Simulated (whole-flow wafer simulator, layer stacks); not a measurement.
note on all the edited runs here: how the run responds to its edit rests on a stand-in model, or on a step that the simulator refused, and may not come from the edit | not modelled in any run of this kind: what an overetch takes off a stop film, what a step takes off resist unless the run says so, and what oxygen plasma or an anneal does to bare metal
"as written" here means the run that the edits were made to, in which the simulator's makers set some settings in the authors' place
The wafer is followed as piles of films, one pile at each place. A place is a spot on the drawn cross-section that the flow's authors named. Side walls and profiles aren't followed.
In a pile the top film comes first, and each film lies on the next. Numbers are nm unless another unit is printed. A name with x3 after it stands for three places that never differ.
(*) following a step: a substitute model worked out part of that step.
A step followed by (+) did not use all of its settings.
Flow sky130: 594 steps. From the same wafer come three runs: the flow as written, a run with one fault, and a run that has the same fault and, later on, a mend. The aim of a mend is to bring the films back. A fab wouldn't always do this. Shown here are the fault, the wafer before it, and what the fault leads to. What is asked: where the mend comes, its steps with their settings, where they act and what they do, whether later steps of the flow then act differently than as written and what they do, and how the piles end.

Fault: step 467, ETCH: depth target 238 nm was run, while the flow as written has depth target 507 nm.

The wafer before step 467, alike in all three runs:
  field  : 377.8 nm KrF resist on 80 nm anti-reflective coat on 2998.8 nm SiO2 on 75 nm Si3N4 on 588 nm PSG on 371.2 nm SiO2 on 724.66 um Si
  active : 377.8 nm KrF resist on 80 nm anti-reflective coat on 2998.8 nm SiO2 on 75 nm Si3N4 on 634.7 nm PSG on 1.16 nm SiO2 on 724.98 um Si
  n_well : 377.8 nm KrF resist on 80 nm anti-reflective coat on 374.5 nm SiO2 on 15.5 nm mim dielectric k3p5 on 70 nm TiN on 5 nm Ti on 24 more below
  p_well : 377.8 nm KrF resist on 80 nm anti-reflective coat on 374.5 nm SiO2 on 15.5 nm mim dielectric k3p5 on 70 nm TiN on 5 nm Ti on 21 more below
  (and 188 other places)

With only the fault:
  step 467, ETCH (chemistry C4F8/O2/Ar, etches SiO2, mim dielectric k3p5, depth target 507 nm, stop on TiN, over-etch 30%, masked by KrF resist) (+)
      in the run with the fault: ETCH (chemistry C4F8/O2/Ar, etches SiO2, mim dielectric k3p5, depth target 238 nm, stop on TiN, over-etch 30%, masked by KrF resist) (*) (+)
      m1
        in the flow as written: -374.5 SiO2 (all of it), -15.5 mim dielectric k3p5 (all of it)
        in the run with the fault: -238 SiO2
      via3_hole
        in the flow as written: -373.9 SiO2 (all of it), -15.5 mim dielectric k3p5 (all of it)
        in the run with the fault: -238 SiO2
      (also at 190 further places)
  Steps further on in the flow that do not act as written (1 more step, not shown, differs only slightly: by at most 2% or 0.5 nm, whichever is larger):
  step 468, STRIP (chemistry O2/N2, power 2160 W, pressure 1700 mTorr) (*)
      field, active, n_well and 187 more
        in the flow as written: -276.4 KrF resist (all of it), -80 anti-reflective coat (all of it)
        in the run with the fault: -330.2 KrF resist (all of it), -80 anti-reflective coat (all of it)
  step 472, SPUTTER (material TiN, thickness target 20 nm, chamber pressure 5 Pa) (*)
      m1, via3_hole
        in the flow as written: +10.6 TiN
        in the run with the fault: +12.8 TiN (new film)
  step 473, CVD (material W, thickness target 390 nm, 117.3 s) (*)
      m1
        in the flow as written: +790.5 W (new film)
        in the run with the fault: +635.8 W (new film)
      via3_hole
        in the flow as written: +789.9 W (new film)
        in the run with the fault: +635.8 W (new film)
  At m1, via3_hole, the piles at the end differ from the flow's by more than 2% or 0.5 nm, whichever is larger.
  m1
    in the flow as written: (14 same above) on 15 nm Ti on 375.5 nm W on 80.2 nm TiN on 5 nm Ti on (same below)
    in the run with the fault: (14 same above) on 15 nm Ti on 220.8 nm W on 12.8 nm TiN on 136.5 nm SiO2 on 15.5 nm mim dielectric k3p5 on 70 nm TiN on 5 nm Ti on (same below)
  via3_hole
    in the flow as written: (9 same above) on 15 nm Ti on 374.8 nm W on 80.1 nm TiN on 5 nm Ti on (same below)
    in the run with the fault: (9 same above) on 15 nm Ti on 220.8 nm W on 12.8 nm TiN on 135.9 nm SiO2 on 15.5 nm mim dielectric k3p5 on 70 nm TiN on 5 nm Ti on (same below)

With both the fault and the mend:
  After step 467 comes the mend.
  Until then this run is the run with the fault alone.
  step 467a, ETCH (chemistry C4F8/O2/Ar, etches SiO2, mim dielectric k3p5, depth target 269 nm, stop on TiN, over-etch 30%, masked by KrF resist) (+) (the flow's step 467 again, with other settings)
      field, active, n_well and 187 more
        -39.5 KrF resist
      m1
        -136.5 SiO2 (all of it), -15.5 mim dielectric k3p5 (all of it)
      via3_hole
        -135.9 SiO2 (all of it), -15.5 mim dielectric k3p5 (all of it)
  Steps further on in the flow that do not act as written:
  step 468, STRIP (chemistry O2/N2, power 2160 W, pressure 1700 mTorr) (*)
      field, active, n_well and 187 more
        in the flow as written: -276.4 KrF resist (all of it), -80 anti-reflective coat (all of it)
        in the run with the mend: -290.7 KrF resist (all of it), -80 anti-reflective coat (all of it)
  The piles end the same as the flow's at every place that both follow.
